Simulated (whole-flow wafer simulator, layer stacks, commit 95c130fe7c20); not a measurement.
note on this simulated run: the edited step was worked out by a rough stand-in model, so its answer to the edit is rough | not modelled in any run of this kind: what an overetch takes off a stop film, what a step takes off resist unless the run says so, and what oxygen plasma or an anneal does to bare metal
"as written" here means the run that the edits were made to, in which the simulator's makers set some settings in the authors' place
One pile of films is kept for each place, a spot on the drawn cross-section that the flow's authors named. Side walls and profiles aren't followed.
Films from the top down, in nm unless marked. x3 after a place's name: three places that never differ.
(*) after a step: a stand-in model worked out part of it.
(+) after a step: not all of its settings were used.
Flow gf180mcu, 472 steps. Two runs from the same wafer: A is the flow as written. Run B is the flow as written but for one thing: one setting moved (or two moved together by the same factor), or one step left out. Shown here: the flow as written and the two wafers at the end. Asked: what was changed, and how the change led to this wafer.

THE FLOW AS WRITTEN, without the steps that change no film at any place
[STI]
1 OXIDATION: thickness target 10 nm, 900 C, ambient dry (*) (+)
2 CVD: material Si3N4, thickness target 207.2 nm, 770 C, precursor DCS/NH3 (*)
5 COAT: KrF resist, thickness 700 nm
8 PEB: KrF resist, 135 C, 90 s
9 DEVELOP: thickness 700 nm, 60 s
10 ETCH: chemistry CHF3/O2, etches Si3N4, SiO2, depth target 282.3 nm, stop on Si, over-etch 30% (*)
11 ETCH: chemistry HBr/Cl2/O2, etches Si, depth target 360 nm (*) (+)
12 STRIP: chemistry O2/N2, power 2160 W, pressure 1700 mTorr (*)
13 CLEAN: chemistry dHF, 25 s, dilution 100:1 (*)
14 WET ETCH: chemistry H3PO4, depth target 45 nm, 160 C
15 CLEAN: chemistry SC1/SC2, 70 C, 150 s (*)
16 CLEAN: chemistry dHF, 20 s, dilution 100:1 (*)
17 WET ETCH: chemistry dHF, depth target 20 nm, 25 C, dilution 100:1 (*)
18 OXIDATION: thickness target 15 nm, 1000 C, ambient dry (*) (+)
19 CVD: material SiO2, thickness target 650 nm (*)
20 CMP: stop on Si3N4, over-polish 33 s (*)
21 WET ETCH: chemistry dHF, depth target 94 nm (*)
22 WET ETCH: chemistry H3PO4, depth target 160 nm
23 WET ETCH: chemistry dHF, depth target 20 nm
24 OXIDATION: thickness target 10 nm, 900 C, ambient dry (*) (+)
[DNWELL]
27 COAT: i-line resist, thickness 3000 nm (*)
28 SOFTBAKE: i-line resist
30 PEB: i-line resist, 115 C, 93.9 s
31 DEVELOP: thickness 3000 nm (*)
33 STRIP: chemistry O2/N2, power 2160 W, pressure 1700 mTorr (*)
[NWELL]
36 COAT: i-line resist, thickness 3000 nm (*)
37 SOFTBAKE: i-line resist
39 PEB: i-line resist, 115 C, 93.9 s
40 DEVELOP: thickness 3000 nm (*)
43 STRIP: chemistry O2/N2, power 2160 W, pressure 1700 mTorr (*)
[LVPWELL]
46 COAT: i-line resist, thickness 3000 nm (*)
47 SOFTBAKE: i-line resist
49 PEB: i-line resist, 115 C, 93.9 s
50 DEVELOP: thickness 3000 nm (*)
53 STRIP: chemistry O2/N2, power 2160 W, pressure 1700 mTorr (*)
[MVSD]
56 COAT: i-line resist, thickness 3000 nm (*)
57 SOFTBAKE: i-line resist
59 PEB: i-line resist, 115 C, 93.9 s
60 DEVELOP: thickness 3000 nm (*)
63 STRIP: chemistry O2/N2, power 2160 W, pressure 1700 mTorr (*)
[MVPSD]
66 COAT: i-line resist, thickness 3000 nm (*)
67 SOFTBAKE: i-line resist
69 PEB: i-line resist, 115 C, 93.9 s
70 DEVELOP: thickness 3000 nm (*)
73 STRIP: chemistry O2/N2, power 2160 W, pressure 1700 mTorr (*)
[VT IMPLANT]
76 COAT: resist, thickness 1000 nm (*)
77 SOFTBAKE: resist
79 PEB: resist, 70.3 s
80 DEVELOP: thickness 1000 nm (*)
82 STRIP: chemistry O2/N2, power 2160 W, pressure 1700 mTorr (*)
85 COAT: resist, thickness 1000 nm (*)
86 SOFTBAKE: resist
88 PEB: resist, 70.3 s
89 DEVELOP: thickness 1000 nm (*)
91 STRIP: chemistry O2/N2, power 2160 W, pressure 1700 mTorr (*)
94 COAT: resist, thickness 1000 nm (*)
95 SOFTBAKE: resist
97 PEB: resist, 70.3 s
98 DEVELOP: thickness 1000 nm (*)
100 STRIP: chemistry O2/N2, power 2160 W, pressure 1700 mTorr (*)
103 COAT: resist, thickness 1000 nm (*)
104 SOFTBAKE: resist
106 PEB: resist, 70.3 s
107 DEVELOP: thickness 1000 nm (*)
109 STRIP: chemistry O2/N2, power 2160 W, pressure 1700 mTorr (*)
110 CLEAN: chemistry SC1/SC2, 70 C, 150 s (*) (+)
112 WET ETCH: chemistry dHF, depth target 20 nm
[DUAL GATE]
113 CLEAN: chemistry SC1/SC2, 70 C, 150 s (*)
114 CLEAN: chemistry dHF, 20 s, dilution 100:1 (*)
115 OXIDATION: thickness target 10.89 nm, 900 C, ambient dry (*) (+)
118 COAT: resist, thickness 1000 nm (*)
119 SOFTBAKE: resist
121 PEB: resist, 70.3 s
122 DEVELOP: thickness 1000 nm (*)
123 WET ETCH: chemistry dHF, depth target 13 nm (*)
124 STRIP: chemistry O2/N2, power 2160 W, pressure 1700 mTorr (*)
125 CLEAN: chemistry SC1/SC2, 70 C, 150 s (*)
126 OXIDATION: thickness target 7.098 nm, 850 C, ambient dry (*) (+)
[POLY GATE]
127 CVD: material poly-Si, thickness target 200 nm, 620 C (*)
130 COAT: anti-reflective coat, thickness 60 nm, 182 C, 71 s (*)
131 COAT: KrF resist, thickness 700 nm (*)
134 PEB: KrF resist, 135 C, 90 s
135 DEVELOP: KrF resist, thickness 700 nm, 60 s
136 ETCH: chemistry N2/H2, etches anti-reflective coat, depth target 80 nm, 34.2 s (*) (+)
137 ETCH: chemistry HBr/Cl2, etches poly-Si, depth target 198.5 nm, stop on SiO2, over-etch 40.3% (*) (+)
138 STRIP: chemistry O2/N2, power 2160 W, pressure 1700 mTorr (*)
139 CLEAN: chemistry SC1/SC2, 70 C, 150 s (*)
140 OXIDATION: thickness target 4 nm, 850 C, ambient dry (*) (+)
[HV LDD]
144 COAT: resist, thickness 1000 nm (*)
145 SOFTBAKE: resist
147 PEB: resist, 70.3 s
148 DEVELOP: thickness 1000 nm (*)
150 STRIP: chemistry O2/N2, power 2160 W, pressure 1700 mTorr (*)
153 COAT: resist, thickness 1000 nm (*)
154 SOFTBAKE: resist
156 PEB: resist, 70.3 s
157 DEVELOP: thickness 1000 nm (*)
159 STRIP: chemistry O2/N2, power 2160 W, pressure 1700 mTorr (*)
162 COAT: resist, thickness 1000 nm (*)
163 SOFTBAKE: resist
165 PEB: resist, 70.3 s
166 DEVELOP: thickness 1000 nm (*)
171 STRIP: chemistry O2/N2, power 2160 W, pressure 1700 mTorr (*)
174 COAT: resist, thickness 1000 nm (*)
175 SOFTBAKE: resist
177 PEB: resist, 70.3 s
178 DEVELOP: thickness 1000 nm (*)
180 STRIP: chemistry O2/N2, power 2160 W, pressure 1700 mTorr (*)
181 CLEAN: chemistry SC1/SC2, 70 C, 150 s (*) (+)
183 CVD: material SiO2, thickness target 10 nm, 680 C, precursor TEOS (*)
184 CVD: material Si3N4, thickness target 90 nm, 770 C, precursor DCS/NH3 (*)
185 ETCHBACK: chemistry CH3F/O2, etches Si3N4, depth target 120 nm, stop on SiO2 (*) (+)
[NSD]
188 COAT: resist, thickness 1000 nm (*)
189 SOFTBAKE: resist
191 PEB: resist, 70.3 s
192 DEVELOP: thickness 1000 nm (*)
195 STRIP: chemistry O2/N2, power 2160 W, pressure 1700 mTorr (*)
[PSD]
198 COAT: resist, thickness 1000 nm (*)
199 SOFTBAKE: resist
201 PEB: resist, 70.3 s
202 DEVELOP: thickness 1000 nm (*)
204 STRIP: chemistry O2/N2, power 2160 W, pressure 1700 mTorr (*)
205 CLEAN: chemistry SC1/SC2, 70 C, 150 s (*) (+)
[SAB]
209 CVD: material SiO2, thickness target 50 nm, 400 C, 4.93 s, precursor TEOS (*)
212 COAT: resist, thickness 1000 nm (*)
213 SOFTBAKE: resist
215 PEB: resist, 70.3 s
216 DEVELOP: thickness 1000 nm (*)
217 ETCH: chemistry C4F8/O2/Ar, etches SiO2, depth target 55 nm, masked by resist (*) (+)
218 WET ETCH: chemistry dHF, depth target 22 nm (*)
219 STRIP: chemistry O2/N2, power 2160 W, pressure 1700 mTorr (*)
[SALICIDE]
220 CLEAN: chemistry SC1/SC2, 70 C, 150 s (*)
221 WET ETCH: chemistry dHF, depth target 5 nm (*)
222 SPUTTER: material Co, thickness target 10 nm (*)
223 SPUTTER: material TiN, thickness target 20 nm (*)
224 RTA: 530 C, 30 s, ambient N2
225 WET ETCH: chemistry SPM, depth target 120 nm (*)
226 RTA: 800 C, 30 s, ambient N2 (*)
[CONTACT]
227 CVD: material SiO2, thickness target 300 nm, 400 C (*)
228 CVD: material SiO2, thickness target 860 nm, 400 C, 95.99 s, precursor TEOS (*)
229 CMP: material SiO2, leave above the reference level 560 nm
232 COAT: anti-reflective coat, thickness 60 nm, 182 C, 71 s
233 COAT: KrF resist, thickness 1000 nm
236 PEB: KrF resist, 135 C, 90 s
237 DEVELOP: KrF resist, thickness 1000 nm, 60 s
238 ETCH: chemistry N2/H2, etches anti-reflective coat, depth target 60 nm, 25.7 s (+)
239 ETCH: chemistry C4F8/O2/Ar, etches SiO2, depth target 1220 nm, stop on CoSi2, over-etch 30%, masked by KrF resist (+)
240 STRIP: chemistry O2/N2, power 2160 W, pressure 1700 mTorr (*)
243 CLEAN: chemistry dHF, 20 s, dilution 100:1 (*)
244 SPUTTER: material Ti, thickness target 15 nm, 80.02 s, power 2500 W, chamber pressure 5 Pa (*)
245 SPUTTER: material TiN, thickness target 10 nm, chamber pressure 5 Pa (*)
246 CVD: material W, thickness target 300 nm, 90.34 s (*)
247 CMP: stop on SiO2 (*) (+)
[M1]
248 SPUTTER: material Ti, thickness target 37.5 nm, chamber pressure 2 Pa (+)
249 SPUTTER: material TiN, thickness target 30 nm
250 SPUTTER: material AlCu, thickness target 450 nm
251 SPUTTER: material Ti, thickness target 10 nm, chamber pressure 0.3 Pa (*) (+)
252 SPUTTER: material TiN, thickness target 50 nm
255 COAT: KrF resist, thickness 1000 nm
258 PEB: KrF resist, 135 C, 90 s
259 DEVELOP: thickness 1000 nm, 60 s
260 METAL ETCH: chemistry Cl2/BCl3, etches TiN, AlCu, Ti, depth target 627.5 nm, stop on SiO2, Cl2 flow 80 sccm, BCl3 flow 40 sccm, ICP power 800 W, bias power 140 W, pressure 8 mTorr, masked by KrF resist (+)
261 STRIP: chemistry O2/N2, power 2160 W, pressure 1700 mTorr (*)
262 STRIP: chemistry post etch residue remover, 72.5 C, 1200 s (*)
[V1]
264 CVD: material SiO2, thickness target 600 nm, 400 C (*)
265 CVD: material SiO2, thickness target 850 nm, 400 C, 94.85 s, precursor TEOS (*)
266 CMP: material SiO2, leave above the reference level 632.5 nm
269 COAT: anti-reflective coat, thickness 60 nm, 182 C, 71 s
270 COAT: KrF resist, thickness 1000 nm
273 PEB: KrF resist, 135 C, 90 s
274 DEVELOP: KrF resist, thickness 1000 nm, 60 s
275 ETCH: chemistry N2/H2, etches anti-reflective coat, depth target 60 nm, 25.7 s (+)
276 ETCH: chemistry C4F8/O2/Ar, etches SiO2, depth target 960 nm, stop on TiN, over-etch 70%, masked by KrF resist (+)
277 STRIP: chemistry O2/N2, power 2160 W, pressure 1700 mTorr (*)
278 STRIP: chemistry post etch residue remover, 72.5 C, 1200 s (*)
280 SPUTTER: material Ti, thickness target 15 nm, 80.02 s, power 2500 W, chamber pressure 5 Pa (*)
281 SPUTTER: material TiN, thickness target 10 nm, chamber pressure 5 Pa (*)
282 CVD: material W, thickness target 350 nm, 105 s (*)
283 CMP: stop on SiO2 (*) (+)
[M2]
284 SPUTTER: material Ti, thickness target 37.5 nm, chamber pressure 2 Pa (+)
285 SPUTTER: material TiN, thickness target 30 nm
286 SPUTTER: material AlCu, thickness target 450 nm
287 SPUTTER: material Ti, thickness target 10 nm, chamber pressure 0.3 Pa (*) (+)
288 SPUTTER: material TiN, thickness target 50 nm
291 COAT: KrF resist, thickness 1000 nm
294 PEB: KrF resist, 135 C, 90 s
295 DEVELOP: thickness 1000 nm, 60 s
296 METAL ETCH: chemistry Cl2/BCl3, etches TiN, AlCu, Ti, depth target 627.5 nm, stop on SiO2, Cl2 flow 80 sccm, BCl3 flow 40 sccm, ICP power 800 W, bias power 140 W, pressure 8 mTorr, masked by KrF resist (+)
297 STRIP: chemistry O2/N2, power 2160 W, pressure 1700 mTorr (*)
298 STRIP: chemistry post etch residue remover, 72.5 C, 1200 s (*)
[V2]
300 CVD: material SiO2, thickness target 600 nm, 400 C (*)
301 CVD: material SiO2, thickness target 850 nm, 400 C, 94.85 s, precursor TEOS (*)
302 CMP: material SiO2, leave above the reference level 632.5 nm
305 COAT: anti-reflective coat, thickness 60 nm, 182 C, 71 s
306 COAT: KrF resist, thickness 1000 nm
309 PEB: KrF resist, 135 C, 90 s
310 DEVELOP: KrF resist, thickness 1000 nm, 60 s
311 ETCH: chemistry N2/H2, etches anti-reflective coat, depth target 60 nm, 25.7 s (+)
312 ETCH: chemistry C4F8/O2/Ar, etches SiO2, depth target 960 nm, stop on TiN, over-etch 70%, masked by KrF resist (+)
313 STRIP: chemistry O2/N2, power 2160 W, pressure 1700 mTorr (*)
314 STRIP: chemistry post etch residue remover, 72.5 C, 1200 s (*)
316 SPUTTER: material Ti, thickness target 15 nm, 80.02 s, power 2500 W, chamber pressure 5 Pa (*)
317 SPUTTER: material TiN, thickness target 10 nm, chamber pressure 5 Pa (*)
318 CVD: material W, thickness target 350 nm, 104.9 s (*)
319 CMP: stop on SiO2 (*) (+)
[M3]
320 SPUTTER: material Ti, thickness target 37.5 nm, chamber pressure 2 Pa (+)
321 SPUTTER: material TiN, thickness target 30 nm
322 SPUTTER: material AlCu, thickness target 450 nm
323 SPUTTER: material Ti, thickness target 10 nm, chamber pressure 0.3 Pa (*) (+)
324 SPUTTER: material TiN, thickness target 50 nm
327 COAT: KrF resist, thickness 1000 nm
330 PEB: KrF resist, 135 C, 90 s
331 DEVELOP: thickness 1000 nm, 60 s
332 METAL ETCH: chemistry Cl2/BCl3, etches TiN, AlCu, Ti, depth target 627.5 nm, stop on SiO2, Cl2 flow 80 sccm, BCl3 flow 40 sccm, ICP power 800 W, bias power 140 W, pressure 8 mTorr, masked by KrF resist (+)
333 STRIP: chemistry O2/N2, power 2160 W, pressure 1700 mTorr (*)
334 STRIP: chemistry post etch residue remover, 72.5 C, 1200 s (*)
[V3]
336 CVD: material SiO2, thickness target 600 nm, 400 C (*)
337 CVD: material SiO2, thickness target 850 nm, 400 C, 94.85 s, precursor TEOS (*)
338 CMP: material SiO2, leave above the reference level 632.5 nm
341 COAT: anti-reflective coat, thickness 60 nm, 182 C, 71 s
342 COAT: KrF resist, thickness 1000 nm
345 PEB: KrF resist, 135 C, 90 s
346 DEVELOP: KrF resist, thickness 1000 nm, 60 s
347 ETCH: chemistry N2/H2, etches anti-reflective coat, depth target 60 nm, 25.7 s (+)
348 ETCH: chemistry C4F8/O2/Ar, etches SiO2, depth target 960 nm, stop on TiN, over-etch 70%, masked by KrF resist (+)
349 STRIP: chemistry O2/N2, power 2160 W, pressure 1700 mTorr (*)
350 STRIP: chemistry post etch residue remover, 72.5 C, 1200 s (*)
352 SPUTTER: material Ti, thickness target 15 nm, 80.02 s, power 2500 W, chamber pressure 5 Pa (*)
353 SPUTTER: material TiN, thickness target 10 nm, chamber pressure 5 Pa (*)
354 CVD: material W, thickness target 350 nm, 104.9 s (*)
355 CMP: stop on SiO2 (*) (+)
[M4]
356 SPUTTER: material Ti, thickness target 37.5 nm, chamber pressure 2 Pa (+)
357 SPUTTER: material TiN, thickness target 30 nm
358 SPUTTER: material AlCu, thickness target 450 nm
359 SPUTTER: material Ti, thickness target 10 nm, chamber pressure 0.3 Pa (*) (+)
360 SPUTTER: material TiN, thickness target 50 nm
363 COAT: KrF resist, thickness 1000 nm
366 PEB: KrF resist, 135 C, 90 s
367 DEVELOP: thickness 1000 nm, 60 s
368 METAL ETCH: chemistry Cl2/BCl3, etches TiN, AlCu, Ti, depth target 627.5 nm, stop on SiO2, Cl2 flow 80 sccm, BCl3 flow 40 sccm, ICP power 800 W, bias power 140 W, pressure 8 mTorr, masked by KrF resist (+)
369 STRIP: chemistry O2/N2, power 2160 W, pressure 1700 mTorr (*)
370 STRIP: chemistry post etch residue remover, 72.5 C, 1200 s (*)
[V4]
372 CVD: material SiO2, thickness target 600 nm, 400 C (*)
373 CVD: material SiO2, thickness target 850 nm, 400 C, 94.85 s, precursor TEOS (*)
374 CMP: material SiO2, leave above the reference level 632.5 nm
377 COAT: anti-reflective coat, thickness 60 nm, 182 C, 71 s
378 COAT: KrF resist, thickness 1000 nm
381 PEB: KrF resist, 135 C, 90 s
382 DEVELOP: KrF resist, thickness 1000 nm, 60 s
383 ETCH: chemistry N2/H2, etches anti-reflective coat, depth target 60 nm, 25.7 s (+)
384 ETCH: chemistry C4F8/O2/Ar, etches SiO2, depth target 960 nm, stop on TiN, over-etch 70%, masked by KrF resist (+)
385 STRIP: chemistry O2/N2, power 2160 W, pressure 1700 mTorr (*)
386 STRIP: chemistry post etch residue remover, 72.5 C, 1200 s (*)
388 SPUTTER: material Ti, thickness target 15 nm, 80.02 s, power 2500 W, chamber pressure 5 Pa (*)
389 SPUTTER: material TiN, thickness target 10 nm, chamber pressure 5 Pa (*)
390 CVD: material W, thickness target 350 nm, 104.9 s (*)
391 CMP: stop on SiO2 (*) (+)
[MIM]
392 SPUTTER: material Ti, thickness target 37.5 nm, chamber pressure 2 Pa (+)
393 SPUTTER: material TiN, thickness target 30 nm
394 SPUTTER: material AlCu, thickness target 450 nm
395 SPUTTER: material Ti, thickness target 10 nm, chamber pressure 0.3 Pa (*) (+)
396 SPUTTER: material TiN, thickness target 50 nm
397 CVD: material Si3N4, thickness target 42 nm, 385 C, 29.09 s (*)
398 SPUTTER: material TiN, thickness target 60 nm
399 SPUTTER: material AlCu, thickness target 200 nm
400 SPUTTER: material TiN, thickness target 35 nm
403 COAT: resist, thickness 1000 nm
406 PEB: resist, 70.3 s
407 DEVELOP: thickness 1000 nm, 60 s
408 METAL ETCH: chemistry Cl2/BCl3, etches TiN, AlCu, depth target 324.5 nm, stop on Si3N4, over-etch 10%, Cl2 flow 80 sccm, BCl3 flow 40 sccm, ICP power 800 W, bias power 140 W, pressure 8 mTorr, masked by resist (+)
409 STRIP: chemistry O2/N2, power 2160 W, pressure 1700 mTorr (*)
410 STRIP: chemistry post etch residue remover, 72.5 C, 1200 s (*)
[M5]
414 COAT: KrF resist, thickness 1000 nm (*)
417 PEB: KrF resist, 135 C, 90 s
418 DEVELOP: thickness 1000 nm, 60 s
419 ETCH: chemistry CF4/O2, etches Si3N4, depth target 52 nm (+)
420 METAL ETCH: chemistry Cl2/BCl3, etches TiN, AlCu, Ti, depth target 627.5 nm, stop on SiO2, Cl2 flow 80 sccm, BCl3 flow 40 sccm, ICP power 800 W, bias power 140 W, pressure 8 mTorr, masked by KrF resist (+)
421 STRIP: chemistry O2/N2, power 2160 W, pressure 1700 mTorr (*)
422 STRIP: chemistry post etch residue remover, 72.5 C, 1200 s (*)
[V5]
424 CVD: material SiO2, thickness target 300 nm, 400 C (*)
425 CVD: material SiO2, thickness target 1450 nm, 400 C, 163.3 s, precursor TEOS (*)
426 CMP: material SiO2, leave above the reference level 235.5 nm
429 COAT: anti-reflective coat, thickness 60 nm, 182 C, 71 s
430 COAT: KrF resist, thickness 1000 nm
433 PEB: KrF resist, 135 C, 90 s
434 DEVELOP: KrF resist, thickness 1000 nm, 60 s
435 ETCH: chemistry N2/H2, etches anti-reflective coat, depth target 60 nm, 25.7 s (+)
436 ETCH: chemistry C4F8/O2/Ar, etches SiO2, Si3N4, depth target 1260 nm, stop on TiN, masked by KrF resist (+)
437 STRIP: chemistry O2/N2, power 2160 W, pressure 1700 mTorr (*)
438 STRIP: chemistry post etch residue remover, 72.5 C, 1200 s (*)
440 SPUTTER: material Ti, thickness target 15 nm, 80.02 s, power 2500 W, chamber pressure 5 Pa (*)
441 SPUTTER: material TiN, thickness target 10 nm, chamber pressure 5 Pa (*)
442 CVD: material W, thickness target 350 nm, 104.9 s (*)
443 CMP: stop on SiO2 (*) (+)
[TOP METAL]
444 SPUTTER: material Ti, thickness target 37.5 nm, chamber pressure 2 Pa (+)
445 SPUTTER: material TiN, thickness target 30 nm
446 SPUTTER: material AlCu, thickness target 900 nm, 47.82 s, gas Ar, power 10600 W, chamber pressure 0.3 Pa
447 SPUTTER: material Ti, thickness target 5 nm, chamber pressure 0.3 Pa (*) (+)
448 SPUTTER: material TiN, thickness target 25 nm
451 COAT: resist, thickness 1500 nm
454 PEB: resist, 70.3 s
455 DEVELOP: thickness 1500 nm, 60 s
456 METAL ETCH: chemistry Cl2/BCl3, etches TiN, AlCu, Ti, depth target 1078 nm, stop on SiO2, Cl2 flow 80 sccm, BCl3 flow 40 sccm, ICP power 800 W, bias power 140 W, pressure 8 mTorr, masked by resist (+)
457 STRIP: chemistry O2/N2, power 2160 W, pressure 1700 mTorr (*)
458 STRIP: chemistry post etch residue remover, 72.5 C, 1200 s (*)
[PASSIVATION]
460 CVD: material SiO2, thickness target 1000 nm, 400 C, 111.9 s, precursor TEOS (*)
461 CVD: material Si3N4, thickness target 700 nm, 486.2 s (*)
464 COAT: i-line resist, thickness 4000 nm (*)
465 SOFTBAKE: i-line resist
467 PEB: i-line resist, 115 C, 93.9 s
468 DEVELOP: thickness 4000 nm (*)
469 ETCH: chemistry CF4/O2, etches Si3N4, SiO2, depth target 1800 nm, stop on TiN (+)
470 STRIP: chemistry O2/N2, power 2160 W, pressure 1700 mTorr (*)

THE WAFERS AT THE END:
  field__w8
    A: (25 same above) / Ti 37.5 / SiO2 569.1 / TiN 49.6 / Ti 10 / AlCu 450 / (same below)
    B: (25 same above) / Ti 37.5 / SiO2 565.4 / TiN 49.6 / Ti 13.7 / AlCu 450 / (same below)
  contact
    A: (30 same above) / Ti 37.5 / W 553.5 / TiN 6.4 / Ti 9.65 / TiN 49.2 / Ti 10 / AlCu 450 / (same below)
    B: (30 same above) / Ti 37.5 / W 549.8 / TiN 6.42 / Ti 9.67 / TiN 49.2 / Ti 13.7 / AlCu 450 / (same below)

The cause: step 287, SPUTTER: thickness target 13.7 nm was run, where the flow has thickness target 10 nm.
It can be read off the wafer: field__w8 has Ti 13.7, and step 287 as written asks for 10 nm.

How the change led to this, step by step:
  287 SPUTTER: material Ti, thickness target 10 nm, chamber pressure 0.3 Pa (*) (+)
      field, field__w1, field__w2 and 108 more: A Ti +10 (new film) | B Ti +13.7 (new film)
  296 METAL ETCH: chemistry Cl2/BCl3, etches TiN, AlCu, Ti, depth target 627.5 nm, stop on SiO2, Cl2 flow 80 sccm, BCl3 flow 40 sccm, ICP power 800 W, bias power 140 W, pressure 8 mTorr, masked by KrF resist (+)
      field, field__w1, field__w2 and 103 more: A TiN -50 (all of it), Ti -10 (all of it), AlCu -450 (all of it), TiN -30 (all of it), Ti -37.5 (all of it) | B TiN -50 (all of it), Ti -13.7 (all of it), AlCu -450 (all of it), TiN -30 (all of it), Ti -37.5 (all of it)
